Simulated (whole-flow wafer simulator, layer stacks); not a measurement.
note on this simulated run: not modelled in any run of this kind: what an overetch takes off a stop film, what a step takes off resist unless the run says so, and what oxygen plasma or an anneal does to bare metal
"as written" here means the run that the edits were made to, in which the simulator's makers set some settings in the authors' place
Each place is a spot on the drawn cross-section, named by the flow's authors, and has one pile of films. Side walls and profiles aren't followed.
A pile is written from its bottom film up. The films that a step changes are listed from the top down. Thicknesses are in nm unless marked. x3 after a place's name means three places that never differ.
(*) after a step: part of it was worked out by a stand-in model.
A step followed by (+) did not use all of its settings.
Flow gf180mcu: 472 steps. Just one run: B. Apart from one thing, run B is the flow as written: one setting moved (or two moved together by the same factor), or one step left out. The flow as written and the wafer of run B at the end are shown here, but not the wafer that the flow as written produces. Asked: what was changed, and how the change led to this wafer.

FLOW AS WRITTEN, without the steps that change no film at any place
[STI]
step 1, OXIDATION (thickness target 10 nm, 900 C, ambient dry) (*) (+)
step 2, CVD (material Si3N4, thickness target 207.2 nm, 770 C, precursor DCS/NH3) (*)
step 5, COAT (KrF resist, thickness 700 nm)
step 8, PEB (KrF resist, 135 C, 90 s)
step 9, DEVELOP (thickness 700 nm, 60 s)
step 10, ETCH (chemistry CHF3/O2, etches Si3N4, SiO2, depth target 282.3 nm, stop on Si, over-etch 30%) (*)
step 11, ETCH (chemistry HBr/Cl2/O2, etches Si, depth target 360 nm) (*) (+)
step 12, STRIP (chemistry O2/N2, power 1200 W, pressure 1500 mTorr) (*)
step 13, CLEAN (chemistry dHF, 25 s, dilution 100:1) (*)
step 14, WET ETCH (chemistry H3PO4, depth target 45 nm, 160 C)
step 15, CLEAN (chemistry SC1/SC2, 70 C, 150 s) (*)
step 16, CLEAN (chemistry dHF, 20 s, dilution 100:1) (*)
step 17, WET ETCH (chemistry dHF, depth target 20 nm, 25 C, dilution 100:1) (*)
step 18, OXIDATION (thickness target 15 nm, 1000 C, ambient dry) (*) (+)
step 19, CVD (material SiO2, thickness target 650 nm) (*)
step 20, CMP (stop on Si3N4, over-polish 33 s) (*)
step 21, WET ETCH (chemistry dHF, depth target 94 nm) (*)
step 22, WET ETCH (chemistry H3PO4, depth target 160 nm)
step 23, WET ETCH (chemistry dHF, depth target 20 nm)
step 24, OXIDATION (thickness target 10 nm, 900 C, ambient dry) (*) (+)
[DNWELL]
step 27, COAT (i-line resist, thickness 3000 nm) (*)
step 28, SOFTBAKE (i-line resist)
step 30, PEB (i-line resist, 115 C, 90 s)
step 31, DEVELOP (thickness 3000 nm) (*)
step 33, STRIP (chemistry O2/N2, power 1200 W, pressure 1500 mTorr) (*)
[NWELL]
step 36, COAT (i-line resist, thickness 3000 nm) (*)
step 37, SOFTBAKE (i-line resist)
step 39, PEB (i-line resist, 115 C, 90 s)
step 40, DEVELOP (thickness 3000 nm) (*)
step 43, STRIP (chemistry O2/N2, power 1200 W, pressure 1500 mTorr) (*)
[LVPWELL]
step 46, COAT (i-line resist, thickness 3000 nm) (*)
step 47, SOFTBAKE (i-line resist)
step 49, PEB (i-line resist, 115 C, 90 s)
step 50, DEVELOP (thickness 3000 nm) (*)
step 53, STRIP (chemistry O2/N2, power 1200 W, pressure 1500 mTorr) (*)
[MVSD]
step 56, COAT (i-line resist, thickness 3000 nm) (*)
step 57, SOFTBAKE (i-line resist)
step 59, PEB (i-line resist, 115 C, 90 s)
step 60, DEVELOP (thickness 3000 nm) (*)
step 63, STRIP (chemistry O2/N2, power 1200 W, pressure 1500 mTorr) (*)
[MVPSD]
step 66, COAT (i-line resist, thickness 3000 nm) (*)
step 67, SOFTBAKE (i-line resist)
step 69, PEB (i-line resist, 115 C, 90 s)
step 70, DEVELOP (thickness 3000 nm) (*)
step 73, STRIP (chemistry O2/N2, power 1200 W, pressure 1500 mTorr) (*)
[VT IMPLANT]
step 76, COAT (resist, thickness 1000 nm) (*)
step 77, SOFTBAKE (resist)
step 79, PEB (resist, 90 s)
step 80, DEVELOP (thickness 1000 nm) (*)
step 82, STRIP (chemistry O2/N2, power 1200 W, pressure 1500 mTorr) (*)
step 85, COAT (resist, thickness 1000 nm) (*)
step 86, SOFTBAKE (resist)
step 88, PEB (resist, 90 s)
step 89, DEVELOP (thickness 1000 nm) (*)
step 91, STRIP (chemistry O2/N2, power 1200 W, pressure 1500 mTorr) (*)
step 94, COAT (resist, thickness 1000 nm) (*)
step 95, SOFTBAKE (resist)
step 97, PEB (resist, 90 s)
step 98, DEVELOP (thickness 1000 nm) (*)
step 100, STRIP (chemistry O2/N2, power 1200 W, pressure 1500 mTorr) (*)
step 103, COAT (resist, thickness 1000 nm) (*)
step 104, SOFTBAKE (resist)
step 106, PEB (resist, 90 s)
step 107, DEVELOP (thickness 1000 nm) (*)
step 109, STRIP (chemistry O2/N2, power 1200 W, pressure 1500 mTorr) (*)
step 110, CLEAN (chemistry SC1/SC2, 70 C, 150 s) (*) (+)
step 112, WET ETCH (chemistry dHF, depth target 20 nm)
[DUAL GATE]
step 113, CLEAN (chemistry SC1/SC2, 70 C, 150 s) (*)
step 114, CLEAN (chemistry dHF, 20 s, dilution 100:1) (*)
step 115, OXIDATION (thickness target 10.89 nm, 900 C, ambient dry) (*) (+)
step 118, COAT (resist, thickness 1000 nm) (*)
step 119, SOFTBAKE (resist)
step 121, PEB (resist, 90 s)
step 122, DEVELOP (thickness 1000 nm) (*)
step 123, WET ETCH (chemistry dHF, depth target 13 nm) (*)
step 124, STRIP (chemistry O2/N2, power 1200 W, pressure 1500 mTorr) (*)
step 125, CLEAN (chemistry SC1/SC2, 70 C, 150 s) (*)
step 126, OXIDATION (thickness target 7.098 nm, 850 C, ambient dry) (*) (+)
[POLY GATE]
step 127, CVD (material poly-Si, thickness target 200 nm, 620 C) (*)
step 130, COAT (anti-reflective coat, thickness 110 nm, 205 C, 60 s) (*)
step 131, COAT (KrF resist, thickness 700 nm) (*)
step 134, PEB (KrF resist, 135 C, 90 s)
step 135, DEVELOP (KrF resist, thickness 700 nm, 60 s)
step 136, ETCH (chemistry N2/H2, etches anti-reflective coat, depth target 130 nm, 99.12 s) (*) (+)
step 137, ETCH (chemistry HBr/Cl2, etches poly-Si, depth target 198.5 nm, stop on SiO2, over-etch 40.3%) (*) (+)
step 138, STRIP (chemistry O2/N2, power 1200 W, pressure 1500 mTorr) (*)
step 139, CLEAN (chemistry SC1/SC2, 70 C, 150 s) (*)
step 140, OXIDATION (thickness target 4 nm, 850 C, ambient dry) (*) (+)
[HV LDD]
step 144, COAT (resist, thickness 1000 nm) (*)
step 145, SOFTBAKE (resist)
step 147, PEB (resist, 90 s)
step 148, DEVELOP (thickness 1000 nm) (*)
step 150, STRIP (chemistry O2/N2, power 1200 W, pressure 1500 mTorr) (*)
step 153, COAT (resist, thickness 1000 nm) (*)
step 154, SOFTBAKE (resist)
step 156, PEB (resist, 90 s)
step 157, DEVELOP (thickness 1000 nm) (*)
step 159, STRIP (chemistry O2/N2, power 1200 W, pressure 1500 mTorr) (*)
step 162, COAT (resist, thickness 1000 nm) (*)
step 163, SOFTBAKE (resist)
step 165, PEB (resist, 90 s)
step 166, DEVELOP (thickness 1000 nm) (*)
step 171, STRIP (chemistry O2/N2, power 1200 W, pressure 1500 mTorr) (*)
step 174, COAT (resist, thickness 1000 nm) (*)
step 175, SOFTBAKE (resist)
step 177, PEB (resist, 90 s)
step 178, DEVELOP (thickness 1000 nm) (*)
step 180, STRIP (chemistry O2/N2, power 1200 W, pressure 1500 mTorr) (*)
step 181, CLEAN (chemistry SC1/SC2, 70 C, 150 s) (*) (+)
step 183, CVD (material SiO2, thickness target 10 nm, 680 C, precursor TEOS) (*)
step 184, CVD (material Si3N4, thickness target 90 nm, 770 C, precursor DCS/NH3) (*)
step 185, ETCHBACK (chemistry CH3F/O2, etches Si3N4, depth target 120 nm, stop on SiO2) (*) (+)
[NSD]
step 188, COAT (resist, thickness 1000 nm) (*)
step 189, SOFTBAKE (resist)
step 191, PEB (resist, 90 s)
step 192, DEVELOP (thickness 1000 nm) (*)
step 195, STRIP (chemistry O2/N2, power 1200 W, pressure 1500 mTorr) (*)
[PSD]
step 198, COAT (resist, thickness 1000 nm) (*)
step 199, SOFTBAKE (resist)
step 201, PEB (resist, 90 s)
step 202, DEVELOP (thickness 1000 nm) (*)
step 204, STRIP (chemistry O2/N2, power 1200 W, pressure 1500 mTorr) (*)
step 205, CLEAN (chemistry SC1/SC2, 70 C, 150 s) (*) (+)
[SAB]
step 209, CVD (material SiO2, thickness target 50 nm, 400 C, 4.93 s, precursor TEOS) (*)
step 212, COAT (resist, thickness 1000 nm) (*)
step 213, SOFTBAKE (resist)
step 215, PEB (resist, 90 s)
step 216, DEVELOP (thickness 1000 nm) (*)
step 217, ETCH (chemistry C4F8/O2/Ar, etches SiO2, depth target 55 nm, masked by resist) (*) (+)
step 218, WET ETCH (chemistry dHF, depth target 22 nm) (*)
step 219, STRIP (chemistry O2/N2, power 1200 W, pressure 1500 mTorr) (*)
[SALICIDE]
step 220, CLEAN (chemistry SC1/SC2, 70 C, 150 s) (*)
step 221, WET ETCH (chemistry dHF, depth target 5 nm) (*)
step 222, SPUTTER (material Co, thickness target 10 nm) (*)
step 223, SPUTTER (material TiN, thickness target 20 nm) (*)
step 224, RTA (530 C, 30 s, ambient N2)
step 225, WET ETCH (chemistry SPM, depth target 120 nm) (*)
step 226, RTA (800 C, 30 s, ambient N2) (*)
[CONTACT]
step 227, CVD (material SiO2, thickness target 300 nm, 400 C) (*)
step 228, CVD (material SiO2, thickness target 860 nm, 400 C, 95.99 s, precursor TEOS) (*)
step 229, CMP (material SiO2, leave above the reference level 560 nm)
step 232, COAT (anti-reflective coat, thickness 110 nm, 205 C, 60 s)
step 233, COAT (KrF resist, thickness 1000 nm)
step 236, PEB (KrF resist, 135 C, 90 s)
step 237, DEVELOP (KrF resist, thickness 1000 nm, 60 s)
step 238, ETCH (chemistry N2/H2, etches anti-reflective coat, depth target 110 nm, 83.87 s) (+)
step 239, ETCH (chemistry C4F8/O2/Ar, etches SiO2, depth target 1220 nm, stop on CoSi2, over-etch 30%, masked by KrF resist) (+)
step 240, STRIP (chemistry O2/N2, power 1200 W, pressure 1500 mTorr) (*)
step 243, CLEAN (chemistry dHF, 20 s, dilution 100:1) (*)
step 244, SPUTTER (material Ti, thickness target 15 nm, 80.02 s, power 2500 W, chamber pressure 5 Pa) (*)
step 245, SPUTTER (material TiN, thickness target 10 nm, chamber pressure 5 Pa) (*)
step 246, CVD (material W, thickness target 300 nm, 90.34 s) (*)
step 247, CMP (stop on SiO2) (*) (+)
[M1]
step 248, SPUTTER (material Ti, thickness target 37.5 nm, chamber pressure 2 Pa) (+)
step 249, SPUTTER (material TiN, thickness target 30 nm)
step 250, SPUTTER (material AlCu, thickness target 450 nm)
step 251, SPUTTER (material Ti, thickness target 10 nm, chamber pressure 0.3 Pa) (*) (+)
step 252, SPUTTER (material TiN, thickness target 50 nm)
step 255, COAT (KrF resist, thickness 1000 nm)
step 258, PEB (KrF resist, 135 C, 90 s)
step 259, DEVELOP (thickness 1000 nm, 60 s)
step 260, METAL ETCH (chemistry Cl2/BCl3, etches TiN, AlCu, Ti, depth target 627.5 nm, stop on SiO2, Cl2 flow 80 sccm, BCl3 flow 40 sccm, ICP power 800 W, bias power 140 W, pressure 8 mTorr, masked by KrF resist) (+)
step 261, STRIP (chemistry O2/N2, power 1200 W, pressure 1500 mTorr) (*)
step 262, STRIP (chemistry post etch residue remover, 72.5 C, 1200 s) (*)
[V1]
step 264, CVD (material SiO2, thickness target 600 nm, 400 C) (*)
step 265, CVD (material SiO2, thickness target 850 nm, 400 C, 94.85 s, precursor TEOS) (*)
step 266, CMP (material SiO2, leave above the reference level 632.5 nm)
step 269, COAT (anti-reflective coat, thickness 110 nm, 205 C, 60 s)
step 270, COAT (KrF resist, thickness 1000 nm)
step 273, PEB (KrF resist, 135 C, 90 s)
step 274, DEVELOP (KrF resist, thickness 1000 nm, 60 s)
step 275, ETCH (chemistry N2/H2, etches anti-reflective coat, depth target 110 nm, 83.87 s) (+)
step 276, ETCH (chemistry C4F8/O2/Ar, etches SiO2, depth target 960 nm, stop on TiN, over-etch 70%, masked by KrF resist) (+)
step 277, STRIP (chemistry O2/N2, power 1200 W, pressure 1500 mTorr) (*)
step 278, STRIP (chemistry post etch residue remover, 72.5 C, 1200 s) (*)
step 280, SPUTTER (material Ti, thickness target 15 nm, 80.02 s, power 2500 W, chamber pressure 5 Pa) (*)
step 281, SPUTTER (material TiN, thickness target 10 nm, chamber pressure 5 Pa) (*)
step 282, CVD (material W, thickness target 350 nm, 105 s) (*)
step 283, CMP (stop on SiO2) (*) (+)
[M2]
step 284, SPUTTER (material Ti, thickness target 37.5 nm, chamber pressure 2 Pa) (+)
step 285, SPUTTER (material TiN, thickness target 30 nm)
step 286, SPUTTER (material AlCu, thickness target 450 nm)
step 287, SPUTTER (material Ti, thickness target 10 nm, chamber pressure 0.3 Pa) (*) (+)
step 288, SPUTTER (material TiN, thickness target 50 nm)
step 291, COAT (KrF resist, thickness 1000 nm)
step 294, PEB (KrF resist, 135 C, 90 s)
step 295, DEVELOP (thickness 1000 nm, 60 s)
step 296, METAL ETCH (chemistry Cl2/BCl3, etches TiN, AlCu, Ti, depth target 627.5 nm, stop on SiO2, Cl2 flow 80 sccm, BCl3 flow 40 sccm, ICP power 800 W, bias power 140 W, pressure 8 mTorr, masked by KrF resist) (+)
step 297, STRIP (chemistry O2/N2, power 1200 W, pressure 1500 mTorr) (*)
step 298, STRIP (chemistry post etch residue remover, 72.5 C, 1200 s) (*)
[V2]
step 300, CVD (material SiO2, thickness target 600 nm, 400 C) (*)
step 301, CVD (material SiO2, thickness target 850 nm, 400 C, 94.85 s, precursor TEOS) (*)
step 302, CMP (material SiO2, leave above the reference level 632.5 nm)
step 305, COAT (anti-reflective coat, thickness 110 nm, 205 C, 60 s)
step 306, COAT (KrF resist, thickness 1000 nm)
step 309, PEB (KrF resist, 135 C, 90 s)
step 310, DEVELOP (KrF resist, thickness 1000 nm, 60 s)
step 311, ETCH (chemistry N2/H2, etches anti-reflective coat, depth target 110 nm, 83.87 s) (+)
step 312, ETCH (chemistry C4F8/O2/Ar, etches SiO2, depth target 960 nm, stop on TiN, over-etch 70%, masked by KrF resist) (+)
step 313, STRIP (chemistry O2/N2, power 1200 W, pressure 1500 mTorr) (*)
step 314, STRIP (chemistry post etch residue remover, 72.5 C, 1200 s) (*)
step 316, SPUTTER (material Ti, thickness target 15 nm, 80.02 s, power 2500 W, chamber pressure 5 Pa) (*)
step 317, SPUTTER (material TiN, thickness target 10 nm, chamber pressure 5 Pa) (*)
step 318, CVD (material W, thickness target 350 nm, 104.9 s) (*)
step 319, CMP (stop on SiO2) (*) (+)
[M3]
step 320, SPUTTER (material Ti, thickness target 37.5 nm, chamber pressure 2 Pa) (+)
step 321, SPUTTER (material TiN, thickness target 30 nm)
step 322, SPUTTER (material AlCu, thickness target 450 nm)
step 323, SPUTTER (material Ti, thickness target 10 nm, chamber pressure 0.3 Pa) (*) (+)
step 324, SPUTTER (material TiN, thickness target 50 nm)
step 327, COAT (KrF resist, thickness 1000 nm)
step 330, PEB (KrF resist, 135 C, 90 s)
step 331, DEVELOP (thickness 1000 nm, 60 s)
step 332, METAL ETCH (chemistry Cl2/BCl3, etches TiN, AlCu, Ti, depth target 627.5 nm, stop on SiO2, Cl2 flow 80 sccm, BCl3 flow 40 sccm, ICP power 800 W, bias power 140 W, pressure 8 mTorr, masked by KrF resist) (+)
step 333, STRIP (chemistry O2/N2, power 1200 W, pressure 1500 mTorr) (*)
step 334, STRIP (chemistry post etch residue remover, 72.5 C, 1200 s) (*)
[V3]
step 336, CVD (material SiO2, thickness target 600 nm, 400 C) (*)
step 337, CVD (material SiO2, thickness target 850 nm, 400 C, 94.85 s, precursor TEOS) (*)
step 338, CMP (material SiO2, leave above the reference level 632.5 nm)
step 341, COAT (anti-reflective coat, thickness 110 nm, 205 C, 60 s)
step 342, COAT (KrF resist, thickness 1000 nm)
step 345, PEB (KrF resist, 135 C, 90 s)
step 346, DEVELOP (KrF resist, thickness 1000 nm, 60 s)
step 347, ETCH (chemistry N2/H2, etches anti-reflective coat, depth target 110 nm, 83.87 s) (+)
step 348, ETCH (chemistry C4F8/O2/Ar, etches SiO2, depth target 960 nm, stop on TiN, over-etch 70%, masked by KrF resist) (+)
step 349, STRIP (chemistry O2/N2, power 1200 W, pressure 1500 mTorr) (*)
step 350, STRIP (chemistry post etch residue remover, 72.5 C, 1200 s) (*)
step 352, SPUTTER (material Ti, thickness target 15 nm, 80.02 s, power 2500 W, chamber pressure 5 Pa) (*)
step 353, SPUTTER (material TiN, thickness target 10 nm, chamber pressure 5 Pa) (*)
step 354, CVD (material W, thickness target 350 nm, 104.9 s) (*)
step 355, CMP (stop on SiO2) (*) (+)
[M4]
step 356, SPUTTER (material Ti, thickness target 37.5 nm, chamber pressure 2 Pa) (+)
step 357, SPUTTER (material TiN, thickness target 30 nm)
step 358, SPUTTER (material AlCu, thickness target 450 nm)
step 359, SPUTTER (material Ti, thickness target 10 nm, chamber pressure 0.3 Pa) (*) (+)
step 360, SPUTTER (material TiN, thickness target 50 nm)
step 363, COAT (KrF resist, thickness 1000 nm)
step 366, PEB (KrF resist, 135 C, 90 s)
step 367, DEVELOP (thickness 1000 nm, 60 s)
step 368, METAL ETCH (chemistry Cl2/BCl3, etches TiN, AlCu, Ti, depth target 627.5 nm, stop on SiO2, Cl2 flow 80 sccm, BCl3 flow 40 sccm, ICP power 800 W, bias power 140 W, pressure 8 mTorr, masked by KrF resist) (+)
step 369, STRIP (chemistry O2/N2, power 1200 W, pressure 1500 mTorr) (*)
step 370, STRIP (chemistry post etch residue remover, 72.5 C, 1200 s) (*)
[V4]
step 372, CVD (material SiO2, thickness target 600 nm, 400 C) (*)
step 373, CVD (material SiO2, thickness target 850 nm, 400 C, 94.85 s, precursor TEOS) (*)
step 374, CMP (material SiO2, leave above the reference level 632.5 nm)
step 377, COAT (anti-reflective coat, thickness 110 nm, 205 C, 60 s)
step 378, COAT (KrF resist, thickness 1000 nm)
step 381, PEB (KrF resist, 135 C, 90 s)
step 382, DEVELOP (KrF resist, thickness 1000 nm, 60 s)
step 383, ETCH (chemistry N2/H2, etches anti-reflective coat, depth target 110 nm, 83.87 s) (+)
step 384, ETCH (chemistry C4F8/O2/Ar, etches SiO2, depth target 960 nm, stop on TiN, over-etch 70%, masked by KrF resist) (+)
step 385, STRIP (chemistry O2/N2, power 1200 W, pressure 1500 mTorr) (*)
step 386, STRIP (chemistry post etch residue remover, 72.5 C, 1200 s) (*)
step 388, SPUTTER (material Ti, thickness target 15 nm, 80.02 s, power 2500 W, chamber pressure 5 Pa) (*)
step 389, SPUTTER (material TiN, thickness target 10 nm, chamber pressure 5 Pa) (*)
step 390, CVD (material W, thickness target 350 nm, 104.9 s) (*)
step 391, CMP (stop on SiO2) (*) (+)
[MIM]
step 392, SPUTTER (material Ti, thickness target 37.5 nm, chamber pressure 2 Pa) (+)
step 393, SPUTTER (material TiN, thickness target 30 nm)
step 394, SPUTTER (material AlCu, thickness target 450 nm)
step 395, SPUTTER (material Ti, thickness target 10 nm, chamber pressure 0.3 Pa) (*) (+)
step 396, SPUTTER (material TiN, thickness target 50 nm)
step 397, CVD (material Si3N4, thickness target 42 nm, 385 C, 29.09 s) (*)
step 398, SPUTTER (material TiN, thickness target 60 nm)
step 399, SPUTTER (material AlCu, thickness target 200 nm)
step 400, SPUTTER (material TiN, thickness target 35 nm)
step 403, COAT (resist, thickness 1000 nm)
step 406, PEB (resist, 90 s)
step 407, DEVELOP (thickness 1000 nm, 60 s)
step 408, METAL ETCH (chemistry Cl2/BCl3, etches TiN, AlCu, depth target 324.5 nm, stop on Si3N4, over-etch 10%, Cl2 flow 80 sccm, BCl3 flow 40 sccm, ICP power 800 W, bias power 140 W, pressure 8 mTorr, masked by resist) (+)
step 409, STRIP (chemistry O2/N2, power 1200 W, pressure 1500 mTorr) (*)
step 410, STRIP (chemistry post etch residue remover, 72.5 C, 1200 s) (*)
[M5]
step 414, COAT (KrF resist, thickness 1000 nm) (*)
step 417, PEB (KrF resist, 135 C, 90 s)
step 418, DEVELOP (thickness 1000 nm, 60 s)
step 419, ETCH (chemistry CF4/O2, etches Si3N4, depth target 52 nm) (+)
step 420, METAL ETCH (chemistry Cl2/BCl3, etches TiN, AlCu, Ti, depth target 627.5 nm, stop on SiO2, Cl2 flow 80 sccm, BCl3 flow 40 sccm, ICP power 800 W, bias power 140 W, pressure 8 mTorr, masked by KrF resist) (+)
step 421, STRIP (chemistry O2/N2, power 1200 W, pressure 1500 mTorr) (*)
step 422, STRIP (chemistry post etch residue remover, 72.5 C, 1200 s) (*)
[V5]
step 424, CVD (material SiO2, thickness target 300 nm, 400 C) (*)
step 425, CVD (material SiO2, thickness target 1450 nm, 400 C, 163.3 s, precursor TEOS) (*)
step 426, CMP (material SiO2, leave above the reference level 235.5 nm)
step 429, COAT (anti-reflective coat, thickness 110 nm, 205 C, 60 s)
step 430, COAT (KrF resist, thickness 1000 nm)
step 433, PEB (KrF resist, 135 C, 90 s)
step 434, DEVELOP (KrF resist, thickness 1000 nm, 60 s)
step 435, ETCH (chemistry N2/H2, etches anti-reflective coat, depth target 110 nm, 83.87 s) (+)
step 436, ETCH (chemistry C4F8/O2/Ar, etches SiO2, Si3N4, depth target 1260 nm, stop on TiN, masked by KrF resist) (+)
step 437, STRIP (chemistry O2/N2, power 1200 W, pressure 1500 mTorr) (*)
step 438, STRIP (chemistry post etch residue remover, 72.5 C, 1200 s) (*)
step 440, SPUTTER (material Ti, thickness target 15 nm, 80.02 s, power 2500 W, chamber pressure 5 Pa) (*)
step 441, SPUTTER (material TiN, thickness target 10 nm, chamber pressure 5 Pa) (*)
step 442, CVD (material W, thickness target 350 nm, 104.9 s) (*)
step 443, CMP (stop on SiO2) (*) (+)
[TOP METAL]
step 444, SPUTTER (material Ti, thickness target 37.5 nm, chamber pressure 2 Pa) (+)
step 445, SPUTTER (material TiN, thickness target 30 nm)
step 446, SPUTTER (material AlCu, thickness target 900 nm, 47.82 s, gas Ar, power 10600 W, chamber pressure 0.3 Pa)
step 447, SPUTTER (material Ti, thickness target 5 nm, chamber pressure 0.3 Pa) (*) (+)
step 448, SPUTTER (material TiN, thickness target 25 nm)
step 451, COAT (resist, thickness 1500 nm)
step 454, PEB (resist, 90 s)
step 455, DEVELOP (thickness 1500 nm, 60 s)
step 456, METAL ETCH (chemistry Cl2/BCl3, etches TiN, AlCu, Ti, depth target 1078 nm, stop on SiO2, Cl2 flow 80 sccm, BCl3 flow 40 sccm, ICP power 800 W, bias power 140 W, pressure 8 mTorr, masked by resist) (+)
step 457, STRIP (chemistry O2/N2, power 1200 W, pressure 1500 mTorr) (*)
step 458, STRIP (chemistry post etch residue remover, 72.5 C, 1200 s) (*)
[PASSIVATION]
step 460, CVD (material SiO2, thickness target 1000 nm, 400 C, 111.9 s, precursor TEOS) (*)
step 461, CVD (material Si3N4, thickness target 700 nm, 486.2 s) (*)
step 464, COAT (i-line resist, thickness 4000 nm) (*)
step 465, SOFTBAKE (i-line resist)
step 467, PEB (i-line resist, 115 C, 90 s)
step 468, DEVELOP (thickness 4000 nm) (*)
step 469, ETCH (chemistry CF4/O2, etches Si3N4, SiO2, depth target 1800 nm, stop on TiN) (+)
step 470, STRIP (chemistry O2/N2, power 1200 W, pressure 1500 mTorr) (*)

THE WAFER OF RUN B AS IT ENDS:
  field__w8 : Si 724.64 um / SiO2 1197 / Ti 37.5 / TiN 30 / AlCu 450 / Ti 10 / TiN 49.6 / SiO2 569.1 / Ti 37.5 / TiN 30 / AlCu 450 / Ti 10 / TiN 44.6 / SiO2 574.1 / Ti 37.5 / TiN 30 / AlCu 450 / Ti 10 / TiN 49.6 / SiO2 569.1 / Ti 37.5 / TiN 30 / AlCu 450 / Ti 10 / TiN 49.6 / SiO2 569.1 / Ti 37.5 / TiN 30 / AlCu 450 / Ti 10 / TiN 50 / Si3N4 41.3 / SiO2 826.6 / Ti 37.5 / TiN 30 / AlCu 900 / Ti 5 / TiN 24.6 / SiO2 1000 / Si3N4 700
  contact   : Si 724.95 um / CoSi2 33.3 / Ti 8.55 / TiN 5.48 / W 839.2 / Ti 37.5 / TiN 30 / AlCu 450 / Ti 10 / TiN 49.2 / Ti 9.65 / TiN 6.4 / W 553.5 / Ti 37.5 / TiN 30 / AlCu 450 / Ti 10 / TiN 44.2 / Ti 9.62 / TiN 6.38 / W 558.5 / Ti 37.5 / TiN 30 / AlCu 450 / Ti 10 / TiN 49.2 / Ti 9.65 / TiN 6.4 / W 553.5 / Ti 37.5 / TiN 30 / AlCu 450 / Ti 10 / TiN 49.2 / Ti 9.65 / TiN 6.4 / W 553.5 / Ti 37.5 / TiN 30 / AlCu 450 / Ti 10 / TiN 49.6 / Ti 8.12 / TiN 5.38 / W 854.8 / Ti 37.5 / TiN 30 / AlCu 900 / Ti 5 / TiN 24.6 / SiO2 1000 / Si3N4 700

Cause: step 288, SPUTTER: thickness target 45 nm was run, whereas the flow has thickness target 50 nm.

Step by step, how the change led to this:
  step 288, SPUTTER (material TiN, thickness target 50 nm)
      field, field__w1, field__w2 and 108 more: +45 TiN (new film) (as written it would have been: +50 TiN (new film))
  step 296, METAL ETCH (chemistry Cl2/BCl3, etches TiN, AlCu, Ti, depth target 627.5 nm, stop on SiO2, Cl2 flow 80 sccm, BCl3 flow 40 sccm, ICP power 800 W, bias power 140 W, pressure 8 mTorr, masked by KrF resist) (+)
      field, field__w1, field__w2 and 103 more: -45 TiN (all of it), -10 Ti (all of it), -450 AlCu (all of it), -30 TiN (all of it), -37.5 Ti (all of it) (as written it would have been: -50 TiN (all of it), -10 Ti (all of it), -450 AlCu (all of it), -30 TiN (all of it), -37.5 Ti (all of it))
